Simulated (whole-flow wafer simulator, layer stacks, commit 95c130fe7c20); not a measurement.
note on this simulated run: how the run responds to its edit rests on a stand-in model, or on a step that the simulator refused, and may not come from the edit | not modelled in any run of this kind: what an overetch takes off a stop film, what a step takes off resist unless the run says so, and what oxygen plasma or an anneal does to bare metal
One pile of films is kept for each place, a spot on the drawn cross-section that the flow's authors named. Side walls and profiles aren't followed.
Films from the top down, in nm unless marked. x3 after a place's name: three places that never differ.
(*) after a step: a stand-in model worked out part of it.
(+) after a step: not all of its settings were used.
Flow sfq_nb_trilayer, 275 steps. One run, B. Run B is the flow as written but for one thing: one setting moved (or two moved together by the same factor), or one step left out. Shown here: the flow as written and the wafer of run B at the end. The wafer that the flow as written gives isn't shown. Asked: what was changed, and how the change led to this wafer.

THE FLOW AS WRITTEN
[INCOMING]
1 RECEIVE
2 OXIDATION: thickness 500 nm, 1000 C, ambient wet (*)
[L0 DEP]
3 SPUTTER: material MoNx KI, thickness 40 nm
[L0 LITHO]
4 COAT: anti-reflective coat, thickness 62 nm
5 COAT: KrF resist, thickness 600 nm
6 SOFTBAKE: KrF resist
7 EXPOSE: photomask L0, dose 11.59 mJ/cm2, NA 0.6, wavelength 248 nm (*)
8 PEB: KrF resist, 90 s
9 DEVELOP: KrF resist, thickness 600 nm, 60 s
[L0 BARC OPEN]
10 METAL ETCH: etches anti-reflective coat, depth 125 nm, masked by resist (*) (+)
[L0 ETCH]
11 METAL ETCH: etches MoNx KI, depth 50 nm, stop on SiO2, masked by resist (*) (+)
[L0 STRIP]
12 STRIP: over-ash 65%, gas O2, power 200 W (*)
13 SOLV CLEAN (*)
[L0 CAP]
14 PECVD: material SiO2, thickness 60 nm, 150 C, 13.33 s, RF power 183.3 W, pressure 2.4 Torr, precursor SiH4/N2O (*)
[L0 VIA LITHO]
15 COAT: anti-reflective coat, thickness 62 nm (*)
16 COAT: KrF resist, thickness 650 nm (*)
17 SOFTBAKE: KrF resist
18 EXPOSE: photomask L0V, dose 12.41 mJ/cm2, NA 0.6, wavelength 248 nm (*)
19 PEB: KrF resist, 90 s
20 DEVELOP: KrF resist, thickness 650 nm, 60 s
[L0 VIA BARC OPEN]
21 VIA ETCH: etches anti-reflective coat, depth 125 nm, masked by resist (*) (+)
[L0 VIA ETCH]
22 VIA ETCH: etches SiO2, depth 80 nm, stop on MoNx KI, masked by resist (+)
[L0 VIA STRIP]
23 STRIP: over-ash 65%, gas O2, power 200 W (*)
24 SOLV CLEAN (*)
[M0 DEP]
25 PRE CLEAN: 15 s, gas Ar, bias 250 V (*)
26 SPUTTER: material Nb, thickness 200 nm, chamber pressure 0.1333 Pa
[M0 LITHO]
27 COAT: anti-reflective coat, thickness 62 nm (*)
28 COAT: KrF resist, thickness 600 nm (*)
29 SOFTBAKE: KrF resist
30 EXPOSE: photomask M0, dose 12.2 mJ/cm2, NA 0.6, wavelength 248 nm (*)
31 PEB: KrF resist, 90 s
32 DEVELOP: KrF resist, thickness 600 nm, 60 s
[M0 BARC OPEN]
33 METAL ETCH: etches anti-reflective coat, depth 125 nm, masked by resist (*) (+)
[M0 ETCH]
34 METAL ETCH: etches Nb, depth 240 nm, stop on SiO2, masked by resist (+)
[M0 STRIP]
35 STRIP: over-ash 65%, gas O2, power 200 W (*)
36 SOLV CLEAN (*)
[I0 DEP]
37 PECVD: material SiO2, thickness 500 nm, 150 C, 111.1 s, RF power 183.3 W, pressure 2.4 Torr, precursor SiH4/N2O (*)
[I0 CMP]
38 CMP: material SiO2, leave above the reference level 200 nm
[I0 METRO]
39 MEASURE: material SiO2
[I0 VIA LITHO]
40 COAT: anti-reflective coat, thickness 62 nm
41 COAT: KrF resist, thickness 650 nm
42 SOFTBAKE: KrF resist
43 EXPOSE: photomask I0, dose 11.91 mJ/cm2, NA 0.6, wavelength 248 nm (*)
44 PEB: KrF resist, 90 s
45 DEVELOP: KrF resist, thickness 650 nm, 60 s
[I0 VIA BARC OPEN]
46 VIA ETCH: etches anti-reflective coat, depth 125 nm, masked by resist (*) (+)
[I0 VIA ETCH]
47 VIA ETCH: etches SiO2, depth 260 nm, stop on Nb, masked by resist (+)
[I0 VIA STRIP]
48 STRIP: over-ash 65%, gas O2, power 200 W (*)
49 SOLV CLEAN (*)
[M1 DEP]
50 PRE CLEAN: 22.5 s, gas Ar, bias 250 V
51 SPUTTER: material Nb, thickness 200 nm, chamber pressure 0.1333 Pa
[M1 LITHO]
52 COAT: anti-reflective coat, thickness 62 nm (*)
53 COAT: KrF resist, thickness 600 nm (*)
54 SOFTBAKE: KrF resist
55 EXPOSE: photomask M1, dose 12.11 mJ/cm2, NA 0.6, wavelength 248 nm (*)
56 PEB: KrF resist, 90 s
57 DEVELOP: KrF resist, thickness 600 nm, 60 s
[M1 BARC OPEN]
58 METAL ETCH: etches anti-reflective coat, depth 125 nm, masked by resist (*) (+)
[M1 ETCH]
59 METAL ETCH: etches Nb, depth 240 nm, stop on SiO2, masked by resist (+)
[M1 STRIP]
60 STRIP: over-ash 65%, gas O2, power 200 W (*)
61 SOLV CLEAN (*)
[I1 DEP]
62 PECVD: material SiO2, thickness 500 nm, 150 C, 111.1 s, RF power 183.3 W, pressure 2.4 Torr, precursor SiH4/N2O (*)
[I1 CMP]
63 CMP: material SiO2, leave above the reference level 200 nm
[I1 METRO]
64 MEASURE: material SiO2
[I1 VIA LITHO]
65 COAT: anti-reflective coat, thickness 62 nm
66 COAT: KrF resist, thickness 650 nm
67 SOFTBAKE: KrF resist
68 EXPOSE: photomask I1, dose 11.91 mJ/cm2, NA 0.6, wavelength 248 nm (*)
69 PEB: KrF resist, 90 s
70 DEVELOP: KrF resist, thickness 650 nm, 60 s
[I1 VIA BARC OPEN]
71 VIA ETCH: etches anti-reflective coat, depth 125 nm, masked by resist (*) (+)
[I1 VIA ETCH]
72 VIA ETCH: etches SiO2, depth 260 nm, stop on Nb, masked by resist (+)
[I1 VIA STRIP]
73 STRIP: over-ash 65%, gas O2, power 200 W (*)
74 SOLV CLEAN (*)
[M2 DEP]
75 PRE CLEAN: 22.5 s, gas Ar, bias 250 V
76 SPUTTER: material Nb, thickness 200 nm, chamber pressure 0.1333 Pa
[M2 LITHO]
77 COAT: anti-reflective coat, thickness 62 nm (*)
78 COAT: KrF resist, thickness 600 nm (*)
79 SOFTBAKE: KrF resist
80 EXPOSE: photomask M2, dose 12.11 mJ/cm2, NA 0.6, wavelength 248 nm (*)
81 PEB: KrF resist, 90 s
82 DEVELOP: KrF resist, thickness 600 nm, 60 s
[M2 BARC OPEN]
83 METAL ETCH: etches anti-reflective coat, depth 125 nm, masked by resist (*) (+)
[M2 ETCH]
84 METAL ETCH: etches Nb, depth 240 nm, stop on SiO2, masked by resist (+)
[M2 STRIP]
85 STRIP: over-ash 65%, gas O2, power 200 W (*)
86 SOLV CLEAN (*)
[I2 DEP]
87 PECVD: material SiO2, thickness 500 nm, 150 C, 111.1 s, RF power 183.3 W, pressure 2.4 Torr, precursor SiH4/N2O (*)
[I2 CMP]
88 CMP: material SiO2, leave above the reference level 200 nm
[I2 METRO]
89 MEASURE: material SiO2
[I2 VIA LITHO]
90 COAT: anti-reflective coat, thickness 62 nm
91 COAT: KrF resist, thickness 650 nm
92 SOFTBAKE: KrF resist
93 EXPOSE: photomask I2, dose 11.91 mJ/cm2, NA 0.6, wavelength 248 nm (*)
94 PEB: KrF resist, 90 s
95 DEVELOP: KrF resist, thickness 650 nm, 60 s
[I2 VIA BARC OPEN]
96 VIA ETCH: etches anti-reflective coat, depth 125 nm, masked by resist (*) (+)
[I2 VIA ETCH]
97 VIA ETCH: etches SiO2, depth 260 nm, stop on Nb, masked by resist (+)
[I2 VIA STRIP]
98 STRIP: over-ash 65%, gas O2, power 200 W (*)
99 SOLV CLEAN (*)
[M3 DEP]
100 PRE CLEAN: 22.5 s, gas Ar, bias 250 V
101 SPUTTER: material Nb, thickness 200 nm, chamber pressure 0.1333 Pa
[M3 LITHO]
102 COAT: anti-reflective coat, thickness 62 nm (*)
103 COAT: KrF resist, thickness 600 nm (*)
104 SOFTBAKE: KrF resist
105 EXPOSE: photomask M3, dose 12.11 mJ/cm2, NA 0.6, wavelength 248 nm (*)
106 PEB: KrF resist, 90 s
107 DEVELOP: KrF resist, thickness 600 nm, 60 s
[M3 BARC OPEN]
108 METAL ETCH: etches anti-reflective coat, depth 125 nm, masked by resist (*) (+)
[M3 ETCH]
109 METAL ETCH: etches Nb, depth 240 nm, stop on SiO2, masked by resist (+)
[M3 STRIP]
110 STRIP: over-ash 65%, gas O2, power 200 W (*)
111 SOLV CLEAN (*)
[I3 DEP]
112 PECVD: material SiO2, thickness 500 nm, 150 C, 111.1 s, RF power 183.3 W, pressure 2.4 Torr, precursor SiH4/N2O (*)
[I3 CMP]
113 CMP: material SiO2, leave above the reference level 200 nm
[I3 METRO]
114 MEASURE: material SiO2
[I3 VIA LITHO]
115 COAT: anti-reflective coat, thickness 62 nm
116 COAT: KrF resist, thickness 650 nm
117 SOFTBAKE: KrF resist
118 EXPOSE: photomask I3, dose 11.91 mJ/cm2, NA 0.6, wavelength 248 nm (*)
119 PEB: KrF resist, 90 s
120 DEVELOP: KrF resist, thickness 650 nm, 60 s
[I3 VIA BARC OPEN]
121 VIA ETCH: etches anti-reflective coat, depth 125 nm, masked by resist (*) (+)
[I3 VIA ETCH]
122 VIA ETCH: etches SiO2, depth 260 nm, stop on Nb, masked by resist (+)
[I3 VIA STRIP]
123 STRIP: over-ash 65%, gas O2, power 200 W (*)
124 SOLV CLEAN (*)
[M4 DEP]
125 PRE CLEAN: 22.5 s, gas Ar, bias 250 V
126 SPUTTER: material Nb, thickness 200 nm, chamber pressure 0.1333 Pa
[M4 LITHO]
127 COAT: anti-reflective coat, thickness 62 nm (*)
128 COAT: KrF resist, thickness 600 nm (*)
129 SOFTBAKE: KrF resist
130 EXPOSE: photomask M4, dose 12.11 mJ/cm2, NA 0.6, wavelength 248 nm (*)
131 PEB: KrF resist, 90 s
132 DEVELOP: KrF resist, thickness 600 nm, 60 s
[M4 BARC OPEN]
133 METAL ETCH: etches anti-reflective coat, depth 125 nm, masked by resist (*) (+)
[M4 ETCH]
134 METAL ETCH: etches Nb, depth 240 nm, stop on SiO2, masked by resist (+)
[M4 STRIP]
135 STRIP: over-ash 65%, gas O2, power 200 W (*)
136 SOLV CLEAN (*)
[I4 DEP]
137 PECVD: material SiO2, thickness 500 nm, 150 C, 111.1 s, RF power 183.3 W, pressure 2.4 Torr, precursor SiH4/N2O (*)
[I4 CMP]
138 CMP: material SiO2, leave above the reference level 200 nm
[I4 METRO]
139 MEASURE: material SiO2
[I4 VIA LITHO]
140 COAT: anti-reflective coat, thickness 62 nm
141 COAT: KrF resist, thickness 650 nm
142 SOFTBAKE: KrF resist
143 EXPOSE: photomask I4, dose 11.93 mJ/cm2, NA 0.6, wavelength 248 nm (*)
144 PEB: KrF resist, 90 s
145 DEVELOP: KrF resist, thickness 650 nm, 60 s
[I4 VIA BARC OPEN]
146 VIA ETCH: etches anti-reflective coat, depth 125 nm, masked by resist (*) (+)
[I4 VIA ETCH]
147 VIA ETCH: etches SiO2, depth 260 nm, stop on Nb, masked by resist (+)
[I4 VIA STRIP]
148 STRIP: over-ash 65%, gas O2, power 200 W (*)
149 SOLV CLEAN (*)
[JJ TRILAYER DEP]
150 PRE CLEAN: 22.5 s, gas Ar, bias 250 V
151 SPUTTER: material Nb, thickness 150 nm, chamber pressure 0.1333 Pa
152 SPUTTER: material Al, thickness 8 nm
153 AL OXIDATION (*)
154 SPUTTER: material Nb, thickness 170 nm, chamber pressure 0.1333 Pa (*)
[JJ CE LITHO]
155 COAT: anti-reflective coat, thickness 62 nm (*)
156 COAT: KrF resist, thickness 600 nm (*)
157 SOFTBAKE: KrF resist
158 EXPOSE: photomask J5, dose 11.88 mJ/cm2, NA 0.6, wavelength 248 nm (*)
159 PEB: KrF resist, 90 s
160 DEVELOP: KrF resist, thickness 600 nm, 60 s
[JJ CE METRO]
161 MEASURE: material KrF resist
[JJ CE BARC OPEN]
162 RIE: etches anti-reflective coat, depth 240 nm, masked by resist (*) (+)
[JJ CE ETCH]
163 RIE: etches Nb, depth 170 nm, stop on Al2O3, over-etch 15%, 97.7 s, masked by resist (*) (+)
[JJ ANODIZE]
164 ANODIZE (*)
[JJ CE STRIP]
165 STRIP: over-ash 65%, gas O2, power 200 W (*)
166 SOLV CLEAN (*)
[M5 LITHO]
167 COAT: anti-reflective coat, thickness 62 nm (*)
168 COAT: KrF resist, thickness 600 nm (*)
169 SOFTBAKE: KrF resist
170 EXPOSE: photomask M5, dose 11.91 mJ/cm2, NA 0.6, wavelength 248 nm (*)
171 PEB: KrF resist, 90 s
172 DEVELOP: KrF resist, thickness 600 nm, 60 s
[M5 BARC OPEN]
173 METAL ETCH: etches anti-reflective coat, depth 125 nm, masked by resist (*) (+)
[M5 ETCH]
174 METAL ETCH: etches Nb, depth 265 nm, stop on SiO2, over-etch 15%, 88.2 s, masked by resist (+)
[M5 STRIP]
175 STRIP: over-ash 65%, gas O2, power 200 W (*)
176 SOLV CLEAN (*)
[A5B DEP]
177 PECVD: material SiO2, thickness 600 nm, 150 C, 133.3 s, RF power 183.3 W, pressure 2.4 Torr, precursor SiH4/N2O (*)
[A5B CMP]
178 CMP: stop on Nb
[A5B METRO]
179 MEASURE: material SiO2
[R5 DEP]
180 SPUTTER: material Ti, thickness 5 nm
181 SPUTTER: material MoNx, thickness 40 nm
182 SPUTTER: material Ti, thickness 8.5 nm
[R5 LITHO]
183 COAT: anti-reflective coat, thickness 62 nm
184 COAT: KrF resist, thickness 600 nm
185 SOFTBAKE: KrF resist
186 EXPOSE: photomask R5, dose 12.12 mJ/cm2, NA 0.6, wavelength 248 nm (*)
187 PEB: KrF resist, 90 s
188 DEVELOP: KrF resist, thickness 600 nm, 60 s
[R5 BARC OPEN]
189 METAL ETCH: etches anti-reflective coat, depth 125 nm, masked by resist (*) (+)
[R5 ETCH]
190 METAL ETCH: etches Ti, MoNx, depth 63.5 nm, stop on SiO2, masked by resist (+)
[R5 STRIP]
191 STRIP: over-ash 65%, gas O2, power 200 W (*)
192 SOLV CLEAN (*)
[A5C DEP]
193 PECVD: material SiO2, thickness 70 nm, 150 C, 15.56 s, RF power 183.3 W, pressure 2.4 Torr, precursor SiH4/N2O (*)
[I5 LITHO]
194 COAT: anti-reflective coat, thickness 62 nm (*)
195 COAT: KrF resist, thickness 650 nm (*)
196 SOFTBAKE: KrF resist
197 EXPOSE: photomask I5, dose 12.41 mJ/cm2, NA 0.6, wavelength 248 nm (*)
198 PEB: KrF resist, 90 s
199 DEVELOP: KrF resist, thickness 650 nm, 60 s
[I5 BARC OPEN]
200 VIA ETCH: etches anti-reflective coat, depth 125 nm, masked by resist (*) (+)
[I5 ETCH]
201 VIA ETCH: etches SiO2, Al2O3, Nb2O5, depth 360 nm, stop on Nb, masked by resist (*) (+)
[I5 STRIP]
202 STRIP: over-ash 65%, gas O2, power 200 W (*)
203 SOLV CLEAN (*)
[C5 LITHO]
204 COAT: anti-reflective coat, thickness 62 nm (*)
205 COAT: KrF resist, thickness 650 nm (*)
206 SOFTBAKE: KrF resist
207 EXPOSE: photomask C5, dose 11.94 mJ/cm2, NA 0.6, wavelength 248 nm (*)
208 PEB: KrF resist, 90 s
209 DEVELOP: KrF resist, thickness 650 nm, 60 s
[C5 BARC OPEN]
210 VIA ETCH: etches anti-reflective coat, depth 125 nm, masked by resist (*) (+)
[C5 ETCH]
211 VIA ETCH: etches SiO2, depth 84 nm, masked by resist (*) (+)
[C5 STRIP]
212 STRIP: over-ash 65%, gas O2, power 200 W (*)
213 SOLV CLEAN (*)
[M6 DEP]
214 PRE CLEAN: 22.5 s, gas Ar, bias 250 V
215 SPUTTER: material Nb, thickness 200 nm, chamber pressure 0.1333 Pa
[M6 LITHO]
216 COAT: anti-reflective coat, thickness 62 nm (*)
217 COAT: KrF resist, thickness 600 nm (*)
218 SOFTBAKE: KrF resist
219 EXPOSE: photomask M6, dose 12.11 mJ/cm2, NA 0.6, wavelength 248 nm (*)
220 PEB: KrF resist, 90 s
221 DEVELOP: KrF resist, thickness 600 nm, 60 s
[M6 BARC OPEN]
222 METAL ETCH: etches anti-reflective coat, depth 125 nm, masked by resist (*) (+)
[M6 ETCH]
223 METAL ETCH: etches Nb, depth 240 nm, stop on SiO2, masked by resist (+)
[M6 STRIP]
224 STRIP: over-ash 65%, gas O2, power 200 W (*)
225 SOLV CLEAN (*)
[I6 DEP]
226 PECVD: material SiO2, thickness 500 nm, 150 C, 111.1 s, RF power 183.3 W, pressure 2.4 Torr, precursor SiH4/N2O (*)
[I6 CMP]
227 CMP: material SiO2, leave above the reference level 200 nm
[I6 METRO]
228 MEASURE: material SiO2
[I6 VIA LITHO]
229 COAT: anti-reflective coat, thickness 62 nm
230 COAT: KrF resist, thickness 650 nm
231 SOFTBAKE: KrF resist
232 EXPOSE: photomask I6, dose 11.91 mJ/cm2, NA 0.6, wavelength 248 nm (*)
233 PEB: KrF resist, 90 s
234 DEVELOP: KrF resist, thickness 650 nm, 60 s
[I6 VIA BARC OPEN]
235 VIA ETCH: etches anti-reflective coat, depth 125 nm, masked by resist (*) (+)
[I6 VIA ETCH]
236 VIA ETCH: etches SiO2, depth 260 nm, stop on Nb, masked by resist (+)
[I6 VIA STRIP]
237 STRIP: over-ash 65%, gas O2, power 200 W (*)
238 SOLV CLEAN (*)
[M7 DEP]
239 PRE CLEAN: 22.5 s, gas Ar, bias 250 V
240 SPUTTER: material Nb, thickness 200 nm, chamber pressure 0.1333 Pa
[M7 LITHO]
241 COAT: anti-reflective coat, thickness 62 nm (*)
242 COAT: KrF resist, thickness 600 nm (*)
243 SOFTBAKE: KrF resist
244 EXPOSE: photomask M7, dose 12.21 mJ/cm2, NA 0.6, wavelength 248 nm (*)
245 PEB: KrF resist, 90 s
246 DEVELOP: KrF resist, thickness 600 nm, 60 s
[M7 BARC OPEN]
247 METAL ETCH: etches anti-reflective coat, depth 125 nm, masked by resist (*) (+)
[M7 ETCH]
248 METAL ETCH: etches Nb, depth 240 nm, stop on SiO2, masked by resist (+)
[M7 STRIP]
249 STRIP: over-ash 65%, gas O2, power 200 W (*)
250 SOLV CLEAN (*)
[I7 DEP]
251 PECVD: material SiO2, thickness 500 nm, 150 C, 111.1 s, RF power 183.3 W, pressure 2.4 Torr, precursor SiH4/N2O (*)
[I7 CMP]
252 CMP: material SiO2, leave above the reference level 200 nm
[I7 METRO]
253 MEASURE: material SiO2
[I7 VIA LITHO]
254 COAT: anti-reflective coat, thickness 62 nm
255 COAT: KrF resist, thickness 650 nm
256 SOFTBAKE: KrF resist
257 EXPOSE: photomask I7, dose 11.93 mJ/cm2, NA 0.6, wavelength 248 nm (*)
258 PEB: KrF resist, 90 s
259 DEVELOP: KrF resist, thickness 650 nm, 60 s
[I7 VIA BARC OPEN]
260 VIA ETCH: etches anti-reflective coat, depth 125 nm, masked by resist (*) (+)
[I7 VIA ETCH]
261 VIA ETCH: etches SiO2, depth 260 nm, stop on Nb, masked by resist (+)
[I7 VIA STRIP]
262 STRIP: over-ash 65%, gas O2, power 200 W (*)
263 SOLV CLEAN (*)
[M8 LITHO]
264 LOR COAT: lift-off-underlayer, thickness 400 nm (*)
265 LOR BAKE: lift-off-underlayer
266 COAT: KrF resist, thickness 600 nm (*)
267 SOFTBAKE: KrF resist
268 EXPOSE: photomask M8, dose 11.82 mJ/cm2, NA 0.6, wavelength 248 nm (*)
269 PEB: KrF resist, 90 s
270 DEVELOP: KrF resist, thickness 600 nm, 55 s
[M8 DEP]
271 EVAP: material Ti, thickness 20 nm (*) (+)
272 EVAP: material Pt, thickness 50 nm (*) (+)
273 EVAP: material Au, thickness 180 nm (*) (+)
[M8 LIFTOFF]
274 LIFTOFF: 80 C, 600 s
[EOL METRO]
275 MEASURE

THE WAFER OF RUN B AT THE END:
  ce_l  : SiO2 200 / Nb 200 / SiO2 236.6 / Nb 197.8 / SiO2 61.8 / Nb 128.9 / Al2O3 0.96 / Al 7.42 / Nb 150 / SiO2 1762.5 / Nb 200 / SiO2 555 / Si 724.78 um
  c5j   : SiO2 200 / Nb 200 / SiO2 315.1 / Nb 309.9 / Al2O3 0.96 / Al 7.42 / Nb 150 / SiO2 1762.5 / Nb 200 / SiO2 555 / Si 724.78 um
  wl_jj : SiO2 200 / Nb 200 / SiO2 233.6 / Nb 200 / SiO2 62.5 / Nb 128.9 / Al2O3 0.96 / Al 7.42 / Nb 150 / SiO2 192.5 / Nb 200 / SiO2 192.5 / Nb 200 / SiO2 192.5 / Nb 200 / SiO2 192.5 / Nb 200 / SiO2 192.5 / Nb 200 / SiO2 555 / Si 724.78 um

The cause: step 190, METAL ETCH: depth 94.6 nm was run, where the flow has depth 63.5 nm.

How the change led to this, step by step:
  190 METAL ETCH: etches Ti, MoNx, depth 63.5 nm, stop on SiO2, masked by resist (+)
      be_r, r_sur, res, r_end, r5r_line_l, r5r_line_c, r5r_line_r: KrF resist -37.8 (as written it would be: KrF resist -25.4)
      ce_l, c5j, ce_r, wl_jj: Ti -8.5 (all of it), MoNx -40 (all of it), Ti -5 (all of it), Nb -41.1 (as written it would be: Ti -8.5 (all of it), MoNx -40 (all of it), Ti -5 (all of it), Nb -10)
  191 STRIP: over-ash 65%, gas O2, power 200 W (*)
      be_r, r_sur, res, r_end, r5r_line_l, r5r_line_c, r5r_line_r: KrF resist -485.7 (all of it), anti-reflective coat -62 (all of it) (as written it would be: KrF resist -498.2 (all of it), anti-reflective coat -62 (all of it))
  194 COAT: anti-reflective coat, thickness 62 nm (*)
      wl_j_sl, wl_j_sr: anti-reflective coat +55.4 (new film) (as written it would be: anti-reflective coat +60.2 (new film))
      jj_sur: anti-reflective coat +55.8 (new film) (as written it would be: anti-reflective coat +60.8 (new film))
      (and at 5 more places)
  195 COAT: KrF resist, thickness 650 nm (*)
      c5j: KrF resist +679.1 (new film) (as written it would be: KrF resist +662.7 (new film))
      wl_jj: KrF resist +670.1 (new film) (as written it would be: KrF resist +654.8 (new film))
  202 STRIP: over-ash 65%, gas O2, power 200 W (*)
      wl_j_sl, wl_j_sr: KrF resist -333.1 (all of it), anti-reflective coat -55.4 (all of it) (as written it would be: KrF resist -333.3 (all of it), anti-reflective coat -60.2 (all of it))
      jj_sur: KrF resist -337.5 (all of it), anti-reflective coat -55.8 (all of it) (as written it would be: KrF resist -337.2 (all of it), anti-reflective coat -60.8 (all of it))
      (and at 5 more places)
  204 COAT: anti-reflective coat, thickness 62 nm (*)
      wl_j_sl, wl_j_sr: anti-reflective coat +55.4 (new film) (as written it would be: anti-reflective coat +60.2 (new film))
      jj_sur: anti-reflective coat +54.7 (new film) (as written it would be: anti-reflective coat +59.5 (new film))
      (and at 5 more places)
  205 COAT: KrF resist, thickness 650 nm (*)
      c5j: KrF resist +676 (new film) (as written it would be: KrF resist +659.4 (new film))
      wl_jj: KrF resist +670.1 (new film) (as written it would be: KrF resist +654.8 (new film))
  209 DEVELOP: KrF resist, thickness 650 nm, 60 s
      c5j: KrF resist -674.5 (all of it) (as written it would be: KrF resist -658.1 (all of it))
  210 VIA ETCH: etches anti-reflective coat, depth 125 nm, masked by resist (*) (+)
      c5j: anti-reflective coat -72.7 (all of it), SiO2 -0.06 (as written it would be: anti-reflective coat -63.9 (all of it), SiO2 -0.11)
  212 STRIP: over-ash 65%, gas O2, power 200 W (*)
      wl_j_sl, wl_j_sr: KrF resist -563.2 (all of it), anti-reflective coat -55.4 (all of it) (as written it would be: KrF resist -563.4 (all of it), anti-reflective coat -60.2 (all of it))
      jj_sur: KrF resist -562.1 (all of it), anti-reflective coat -54.7 (all of it) (as written it would be: KrF resist -562 (all of it), anti-reflective coat -59.5 (all of it))
      (and at 4 more places)
  216 COAT: anti-reflective coat, thickness 62 nm (*)
      wl_j_sl, wl_j_sr: anti-reflective coat +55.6 (new film) (as written it would be: anti-reflective coat +60.2 (new film))
      jj_sur: anti-reflective coat +51.1 (new film) (as written it would be: anti-reflective coat +56.1 (new film))
      (and at 5 more places)
  217 COAT: KrF resist, thickness 600 nm (*)
      ce_l: KrF resist +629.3 (new film) (as written it would be: KrF resist +614.7 (new film))
      c5j: KrF resist +652.4 (new film) (as written it would be: KrF resist +636 (new film))
      (and at 2 more places)
  224 STRIP: over-ash 65%, gas O2, power 200 W (*)
      wl_j_sl, wl_j_sr: KrF resist -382 (all of it), anti-reflective coat -55.6 (all of it) (as written it would be: KrF resist -382.5 (all of it), anti-reflective coat -60.2 (all of it))
      jj_sur: KrF resist -378.2 (all of it), anti-reflective coat -51.1 (all of it) (as written it would be: KrF resist -378.5 (all of it), anti-reflective coat -56.1 (all of it))
      (and at 5 more places)
  227 CMP: material SiO2, leave above the reference level 200 nm
      ce_l, ce_r: SiO2 -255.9 (as written it would be: SiO2 -290)
      c5j: SiO2 -188.9 (as written it would be: SiO2 -223)
      (and at 1 more place)
